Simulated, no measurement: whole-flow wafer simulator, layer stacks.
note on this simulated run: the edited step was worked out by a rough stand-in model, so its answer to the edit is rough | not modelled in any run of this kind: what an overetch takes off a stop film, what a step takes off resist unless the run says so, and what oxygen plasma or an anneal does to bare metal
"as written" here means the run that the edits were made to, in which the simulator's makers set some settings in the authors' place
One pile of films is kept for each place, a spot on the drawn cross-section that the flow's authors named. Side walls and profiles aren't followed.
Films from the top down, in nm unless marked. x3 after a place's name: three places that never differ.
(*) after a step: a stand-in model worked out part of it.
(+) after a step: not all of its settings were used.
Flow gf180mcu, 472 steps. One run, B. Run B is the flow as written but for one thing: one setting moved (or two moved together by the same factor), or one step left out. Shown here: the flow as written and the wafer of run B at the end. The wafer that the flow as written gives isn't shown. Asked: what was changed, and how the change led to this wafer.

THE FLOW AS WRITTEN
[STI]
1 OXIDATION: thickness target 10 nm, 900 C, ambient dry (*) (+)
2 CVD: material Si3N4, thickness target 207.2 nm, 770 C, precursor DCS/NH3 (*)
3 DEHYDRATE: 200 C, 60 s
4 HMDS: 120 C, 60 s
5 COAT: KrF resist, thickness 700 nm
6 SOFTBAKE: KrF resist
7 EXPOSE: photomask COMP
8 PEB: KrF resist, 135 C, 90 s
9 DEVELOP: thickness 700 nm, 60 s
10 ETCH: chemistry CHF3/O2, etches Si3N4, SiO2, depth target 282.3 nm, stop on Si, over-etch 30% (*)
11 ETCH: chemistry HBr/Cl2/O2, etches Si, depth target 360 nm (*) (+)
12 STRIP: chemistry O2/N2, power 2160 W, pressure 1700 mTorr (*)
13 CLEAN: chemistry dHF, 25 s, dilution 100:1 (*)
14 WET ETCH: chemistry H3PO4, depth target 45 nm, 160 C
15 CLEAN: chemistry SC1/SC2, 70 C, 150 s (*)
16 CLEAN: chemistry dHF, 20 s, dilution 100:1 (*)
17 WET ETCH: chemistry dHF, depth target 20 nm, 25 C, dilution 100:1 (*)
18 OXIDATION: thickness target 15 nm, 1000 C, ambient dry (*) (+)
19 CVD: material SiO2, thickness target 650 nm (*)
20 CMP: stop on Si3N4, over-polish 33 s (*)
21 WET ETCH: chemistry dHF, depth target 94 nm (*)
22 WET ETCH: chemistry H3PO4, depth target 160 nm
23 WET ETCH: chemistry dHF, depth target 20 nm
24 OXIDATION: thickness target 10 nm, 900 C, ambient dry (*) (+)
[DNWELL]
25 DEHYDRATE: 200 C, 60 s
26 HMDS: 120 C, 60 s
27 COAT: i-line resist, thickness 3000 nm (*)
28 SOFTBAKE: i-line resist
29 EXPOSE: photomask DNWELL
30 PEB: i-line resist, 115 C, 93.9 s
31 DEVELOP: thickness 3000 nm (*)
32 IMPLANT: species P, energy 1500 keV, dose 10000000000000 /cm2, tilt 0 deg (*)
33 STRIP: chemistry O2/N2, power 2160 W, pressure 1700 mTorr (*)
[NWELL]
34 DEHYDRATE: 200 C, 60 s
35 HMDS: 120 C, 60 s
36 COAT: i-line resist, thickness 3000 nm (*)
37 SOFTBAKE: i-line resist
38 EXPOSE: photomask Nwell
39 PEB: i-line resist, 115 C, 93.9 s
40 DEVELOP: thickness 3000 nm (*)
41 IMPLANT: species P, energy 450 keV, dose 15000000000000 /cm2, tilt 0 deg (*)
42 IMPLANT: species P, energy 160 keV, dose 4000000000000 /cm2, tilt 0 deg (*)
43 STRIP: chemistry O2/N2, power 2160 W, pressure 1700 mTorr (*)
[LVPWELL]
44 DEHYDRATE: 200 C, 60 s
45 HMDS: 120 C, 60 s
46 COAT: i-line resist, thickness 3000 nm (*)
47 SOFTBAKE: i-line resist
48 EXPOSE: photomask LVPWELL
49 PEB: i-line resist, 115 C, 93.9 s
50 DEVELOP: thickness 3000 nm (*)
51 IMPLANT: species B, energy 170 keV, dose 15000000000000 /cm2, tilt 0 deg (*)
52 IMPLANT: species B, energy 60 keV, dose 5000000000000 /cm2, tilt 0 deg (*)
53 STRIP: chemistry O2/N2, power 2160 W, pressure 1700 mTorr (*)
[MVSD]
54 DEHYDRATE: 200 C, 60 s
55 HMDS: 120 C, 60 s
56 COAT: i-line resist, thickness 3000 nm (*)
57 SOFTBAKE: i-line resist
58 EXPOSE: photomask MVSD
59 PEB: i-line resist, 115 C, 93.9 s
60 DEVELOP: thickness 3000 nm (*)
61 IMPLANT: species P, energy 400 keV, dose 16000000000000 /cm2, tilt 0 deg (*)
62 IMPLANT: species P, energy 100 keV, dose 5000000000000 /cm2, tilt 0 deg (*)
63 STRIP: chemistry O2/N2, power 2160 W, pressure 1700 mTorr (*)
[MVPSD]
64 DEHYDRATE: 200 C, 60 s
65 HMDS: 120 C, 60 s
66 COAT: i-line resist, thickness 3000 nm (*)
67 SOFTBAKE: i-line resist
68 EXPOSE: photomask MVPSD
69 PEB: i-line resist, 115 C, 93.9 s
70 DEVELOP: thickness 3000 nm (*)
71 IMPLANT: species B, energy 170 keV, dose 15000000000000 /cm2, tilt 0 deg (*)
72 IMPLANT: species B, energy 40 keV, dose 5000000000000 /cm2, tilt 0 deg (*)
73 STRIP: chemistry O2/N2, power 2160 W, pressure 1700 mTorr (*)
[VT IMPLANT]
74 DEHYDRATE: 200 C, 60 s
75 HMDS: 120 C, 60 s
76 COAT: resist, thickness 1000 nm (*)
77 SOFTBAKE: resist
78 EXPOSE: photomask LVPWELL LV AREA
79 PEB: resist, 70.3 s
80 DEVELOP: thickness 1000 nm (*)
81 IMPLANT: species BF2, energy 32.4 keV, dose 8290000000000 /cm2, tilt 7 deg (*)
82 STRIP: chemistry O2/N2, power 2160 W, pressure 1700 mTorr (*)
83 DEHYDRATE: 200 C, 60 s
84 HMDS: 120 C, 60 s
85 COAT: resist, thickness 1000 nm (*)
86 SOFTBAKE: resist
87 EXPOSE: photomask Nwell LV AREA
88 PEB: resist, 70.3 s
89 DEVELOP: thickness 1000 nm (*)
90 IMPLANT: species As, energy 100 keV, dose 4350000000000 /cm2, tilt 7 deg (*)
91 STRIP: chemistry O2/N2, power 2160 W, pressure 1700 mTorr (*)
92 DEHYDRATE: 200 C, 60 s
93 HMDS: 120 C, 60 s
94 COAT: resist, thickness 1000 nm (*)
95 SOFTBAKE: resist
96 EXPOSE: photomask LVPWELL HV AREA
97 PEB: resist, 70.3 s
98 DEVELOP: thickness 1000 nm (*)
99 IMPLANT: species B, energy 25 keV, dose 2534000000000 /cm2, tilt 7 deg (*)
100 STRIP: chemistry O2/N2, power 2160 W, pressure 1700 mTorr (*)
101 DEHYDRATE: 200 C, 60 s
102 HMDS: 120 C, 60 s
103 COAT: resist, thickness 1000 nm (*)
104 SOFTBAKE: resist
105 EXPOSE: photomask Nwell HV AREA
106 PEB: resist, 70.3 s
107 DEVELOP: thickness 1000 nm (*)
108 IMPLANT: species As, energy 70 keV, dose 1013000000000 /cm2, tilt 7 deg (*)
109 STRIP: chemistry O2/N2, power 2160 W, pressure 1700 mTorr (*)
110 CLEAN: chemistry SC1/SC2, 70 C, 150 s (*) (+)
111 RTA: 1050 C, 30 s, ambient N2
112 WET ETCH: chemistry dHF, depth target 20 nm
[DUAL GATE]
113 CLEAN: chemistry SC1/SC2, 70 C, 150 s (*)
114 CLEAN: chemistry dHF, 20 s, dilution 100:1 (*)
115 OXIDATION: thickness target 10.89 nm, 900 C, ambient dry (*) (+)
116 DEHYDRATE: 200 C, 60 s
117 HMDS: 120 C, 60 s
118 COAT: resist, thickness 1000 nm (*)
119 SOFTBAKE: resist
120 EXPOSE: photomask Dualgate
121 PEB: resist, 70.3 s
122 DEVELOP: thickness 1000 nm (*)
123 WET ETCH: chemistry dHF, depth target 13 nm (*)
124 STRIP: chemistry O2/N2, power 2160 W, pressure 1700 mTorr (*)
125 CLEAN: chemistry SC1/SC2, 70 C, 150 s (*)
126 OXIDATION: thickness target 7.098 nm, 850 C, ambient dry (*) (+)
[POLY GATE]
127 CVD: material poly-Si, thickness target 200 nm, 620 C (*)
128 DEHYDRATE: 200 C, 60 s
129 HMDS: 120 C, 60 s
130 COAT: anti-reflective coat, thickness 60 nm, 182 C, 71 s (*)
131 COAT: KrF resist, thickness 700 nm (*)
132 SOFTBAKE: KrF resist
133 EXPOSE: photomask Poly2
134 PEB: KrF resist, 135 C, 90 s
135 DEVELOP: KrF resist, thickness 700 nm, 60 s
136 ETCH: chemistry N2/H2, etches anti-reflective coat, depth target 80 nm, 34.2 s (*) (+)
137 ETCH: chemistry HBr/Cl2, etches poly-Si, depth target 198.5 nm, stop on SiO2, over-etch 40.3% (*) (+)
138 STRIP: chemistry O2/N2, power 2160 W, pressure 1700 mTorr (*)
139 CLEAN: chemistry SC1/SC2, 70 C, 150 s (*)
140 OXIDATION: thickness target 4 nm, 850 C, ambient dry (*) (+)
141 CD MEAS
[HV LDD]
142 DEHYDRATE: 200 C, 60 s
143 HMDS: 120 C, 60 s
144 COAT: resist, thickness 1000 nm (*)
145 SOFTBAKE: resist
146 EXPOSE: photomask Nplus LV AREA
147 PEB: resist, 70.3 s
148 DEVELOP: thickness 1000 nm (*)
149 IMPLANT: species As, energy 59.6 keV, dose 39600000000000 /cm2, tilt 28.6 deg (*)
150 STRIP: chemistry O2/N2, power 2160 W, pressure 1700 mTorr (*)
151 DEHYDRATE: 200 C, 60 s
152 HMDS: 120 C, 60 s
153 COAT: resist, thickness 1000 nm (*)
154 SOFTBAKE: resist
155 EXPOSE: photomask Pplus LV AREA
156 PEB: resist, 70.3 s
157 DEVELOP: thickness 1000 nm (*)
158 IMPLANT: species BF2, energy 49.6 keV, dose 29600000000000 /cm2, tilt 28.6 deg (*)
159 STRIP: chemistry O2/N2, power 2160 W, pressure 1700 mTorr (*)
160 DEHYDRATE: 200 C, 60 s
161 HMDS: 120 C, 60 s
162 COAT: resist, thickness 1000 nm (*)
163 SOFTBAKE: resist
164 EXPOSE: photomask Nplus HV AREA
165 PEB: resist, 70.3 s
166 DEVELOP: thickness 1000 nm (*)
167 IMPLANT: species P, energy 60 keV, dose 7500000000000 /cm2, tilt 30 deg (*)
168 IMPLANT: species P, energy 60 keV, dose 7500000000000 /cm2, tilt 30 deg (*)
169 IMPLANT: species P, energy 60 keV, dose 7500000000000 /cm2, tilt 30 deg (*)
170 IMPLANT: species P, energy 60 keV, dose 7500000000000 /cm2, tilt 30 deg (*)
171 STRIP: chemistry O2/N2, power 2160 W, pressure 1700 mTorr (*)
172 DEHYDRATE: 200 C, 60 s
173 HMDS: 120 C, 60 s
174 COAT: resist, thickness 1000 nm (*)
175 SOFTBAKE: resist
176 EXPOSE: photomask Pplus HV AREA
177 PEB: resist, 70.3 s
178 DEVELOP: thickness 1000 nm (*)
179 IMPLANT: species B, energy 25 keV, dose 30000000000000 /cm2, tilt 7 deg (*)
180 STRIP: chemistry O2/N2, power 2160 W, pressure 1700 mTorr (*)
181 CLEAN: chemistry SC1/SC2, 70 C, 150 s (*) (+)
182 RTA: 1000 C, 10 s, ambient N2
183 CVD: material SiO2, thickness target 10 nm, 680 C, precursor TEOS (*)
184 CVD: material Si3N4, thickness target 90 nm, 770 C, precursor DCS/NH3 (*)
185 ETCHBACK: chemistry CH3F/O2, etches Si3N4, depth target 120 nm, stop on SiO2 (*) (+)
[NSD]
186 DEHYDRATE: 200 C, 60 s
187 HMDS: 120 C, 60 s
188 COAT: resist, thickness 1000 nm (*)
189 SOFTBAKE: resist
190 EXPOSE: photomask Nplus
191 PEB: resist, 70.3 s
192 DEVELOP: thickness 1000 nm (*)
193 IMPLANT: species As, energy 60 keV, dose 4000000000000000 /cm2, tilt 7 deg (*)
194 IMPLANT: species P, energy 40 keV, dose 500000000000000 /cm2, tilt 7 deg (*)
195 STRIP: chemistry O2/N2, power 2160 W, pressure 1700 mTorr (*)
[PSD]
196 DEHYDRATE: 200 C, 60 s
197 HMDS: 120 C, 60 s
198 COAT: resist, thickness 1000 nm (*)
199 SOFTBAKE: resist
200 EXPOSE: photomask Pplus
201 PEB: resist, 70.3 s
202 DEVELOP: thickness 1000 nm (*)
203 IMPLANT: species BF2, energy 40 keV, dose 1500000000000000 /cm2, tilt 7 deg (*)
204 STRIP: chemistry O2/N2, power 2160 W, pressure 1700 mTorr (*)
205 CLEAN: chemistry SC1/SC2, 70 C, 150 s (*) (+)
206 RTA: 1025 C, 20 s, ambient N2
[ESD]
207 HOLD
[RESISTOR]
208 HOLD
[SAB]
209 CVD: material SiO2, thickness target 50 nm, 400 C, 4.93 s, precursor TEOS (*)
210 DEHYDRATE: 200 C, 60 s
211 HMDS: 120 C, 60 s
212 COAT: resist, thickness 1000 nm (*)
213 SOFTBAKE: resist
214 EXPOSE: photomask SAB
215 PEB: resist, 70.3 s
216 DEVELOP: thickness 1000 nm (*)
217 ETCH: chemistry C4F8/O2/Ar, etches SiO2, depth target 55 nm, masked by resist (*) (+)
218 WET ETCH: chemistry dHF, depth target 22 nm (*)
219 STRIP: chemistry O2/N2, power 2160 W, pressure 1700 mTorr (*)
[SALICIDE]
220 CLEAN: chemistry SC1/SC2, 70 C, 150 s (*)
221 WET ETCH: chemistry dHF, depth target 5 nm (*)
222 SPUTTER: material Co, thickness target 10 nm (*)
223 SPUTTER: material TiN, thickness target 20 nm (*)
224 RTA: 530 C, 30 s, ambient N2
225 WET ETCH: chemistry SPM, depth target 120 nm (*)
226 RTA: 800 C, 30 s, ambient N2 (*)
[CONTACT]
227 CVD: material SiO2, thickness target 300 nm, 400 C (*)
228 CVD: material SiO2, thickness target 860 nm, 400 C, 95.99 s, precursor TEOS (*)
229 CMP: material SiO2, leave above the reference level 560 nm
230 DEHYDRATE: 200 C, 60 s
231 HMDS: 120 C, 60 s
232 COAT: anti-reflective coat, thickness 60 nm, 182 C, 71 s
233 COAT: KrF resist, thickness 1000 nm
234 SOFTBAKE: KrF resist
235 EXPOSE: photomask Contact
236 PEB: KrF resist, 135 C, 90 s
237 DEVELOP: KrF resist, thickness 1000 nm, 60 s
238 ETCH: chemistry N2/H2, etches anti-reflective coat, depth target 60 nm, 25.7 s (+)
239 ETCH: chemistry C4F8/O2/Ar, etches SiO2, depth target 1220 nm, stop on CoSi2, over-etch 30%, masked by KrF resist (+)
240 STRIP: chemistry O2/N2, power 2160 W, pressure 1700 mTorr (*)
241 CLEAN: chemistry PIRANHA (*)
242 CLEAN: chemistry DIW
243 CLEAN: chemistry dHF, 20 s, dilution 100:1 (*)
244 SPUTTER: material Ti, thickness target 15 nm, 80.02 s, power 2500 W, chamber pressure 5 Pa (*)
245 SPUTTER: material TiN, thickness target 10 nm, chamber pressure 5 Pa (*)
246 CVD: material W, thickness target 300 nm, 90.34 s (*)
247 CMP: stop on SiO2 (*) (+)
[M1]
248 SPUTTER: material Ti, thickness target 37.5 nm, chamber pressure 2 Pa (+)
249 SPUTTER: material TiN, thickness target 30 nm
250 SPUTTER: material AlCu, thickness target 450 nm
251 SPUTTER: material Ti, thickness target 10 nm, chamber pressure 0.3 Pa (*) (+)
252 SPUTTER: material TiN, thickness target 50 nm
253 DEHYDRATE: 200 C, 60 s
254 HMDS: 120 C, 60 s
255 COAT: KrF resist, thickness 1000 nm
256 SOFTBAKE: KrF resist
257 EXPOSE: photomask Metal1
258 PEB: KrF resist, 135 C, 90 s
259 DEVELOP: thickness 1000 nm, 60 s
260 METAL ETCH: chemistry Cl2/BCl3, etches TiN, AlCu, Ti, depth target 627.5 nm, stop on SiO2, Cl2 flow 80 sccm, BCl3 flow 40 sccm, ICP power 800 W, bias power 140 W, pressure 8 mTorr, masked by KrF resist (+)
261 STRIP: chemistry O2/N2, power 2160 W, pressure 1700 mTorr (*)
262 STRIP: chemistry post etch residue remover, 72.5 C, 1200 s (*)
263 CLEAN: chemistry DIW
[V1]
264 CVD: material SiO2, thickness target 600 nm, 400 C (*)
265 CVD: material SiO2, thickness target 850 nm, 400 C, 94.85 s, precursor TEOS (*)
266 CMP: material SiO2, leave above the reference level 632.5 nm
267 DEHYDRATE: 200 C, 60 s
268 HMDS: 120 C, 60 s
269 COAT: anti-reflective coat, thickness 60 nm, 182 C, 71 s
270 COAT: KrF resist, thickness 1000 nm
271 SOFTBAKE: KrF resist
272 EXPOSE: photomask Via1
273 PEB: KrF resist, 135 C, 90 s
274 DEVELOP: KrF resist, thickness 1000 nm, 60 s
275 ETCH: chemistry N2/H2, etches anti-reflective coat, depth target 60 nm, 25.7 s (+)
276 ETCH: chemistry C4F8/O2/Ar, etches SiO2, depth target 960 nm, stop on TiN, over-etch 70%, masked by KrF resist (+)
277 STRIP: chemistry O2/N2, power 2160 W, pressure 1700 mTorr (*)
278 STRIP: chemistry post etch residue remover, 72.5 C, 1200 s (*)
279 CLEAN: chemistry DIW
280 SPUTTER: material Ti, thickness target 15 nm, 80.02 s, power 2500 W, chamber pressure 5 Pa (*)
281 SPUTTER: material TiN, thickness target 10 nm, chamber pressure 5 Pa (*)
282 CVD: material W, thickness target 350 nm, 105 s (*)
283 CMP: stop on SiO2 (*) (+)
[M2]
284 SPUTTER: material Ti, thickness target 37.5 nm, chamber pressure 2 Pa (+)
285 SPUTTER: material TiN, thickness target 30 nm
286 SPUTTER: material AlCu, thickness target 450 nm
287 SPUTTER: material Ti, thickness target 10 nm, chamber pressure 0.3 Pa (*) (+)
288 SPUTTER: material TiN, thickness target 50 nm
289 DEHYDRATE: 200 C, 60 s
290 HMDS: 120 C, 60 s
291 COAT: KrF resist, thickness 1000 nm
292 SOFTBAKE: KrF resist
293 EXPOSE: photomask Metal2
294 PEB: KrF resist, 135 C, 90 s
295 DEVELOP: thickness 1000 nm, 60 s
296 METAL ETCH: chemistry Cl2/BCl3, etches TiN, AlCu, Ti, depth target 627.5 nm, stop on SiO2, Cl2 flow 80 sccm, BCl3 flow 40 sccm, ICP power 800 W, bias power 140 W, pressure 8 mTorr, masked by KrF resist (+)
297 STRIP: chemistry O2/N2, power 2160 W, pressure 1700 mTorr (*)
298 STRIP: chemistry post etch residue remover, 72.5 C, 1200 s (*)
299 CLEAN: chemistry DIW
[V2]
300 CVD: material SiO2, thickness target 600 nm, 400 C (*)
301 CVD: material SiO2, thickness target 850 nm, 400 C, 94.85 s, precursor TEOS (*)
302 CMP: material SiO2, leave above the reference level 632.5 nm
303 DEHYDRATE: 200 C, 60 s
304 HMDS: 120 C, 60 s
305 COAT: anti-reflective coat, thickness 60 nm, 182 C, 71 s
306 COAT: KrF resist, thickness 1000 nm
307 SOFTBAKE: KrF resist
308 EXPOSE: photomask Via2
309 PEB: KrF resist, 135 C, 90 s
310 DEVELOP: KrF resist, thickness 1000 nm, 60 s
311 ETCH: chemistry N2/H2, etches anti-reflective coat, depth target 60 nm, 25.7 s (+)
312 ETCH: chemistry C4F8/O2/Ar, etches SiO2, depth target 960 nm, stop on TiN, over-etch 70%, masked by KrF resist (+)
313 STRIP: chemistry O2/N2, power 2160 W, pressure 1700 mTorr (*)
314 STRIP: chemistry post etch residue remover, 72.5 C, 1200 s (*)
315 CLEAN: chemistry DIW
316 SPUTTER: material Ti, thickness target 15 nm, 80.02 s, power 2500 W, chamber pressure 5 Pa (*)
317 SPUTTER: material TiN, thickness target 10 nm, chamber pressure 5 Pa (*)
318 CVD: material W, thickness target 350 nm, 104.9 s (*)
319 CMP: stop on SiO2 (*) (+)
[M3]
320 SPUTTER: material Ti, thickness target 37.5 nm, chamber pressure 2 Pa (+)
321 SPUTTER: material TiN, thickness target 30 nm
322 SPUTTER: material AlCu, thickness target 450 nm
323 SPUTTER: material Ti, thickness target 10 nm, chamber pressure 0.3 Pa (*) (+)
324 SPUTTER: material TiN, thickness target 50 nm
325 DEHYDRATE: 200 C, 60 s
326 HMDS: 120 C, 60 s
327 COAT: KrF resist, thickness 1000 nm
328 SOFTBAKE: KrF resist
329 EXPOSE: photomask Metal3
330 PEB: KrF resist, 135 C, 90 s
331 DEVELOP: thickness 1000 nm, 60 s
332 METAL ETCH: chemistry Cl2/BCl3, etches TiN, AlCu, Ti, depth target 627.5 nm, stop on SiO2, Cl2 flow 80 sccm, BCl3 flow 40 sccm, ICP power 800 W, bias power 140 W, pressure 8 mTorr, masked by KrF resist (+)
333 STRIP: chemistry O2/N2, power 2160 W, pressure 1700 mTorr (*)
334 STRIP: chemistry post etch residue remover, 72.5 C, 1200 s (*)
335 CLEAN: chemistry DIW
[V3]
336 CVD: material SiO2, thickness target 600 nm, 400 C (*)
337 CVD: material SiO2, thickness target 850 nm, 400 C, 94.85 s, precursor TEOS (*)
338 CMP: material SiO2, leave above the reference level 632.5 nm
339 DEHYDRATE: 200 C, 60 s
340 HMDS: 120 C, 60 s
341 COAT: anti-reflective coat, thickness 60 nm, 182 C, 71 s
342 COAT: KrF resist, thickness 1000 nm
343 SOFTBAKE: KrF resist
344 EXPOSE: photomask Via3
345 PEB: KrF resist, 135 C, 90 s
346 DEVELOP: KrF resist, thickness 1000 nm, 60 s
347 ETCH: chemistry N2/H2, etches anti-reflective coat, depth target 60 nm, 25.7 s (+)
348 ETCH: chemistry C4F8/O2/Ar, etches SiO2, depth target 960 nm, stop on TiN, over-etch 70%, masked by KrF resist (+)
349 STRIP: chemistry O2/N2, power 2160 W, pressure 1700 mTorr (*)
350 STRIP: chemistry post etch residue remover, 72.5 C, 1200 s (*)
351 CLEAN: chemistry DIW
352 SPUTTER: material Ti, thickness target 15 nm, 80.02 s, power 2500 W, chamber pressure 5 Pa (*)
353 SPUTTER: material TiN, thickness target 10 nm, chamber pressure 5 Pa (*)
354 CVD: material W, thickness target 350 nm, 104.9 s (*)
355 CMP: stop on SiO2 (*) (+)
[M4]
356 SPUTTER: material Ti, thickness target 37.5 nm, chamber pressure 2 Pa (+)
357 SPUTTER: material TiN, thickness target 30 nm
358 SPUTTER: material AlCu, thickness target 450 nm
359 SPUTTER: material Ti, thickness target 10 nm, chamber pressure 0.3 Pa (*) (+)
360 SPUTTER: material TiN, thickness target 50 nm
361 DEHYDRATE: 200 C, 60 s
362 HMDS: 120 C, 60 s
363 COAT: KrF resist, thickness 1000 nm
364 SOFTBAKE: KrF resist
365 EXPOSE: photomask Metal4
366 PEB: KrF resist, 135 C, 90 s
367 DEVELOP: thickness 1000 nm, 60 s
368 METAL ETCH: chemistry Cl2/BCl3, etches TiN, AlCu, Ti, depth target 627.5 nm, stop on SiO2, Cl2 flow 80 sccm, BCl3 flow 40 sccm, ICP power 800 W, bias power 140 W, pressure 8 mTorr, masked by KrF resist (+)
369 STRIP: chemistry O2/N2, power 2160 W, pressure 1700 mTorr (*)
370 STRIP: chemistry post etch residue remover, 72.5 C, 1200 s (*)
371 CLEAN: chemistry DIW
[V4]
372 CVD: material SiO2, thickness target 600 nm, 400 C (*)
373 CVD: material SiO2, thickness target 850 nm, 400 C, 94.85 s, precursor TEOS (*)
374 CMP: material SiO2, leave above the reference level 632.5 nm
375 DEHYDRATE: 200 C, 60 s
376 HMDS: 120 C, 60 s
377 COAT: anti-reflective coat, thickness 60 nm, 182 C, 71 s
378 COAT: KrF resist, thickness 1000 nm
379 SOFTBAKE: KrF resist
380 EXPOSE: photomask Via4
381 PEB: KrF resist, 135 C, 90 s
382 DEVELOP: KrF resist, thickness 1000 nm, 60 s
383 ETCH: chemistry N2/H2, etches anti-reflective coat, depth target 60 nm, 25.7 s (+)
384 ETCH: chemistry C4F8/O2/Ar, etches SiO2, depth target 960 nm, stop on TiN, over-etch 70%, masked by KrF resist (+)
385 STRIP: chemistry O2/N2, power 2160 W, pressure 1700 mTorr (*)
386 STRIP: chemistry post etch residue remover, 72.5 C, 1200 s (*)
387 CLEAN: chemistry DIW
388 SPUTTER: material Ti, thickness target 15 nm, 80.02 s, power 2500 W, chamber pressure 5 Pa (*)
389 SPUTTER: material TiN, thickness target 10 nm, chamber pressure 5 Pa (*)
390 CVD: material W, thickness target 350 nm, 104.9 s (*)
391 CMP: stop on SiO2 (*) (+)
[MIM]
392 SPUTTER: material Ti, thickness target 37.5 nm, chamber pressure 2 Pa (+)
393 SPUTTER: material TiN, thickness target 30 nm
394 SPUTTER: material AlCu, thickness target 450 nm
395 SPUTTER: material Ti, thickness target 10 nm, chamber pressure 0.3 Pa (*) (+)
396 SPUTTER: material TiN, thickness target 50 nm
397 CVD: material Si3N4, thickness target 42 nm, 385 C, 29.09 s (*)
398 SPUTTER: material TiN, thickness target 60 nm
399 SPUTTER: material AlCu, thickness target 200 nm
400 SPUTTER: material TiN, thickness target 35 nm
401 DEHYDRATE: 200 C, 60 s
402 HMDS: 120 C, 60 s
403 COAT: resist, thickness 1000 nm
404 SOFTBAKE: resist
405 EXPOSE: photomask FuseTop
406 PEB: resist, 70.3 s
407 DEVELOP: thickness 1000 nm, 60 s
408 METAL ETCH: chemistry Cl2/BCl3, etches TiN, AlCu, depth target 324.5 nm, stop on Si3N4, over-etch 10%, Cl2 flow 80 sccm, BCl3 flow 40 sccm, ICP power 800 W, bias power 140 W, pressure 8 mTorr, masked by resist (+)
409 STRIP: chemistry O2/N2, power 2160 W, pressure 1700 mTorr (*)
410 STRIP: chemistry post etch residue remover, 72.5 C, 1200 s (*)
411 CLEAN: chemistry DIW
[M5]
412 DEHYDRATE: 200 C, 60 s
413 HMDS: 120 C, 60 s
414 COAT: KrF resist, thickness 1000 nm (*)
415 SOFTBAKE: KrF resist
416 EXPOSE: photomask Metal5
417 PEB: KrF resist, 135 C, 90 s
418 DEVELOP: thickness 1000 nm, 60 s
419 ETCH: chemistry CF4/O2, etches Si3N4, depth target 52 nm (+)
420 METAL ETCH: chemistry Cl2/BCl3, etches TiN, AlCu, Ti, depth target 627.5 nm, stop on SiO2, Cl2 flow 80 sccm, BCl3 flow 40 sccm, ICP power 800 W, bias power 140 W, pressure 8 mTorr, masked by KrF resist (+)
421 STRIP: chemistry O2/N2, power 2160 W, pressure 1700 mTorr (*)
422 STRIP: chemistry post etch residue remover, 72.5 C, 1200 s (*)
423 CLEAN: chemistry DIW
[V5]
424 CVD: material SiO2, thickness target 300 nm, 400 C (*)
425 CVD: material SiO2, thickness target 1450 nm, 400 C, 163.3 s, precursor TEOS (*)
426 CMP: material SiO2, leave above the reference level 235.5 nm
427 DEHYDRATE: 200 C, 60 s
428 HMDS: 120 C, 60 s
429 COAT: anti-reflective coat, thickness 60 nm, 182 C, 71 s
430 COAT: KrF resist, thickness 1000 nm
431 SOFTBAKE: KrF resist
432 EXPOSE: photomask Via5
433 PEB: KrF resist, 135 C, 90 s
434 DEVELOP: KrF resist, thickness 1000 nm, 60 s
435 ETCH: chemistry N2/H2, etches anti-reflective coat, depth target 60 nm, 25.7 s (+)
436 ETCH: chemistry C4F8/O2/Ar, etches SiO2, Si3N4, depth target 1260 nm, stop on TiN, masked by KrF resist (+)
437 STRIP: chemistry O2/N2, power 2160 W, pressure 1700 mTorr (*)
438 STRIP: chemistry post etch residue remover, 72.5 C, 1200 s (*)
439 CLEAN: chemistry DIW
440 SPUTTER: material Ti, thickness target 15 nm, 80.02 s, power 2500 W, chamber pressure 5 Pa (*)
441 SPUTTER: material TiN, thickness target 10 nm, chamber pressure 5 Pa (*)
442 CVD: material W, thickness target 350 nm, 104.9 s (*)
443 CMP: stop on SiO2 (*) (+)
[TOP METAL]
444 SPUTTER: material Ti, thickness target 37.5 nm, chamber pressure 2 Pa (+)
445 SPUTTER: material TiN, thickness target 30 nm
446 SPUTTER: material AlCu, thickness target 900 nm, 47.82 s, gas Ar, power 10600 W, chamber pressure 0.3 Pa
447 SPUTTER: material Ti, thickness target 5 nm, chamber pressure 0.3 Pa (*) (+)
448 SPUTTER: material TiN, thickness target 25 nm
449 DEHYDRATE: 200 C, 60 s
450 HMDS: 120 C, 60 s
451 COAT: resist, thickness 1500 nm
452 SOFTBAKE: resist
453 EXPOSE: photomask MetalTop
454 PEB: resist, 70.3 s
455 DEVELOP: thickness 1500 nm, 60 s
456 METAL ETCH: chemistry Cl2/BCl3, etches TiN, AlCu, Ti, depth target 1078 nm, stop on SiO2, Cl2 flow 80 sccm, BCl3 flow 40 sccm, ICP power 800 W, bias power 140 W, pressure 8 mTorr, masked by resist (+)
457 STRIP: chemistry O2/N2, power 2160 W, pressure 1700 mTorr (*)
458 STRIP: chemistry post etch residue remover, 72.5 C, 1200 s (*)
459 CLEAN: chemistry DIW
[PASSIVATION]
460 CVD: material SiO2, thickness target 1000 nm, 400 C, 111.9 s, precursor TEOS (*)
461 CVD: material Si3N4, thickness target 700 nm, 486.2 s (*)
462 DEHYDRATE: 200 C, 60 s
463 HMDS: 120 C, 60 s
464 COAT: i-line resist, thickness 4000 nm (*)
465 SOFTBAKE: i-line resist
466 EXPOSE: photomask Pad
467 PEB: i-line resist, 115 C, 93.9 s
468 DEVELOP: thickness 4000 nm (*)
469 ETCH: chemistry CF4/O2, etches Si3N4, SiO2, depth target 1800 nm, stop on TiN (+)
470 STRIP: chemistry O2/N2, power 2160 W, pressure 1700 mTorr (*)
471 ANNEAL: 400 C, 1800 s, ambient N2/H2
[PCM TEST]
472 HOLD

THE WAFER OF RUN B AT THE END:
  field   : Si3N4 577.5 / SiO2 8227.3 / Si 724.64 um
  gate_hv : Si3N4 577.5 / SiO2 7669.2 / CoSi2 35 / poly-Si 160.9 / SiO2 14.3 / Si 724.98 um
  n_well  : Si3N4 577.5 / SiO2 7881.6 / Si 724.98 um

The cause: step 461, CVD: thickness target 578 nm was run, where the flow has thickness target 700 nm; step 461, CVD: 401.1 s was run, where the flow has 486.2 s.

How the change led to this, step by step:
  461 CVD: material Si3N4, thickness target 700 nm, 486.2 s (*)
      field, field__w1, field__w2 and 109 more: Si3N4 +577.5 (new film) (as written it would be: Si3N4 +700 (new film))
  465 SOFTBAKE: i-line resist
      gate_nat: i-line resist -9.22 (as written it would be: i-line resist -9.86)
      nw_enc_fld_lv: i-line resist -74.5 (as written it would be: i-line resist -76.3)
      (and at 1 more place)
  469 ETCH: chemistry CF4/O2, etches Si3N4, SiO2, depth target 1800 nm, stop on TiN (+)
      pad: Si3N4 -577.5 (all of it), SiO2 -1000 (all of it) (as written it would be: Si3N4 -700 (all of it), SiO2 -1000 (all of it))
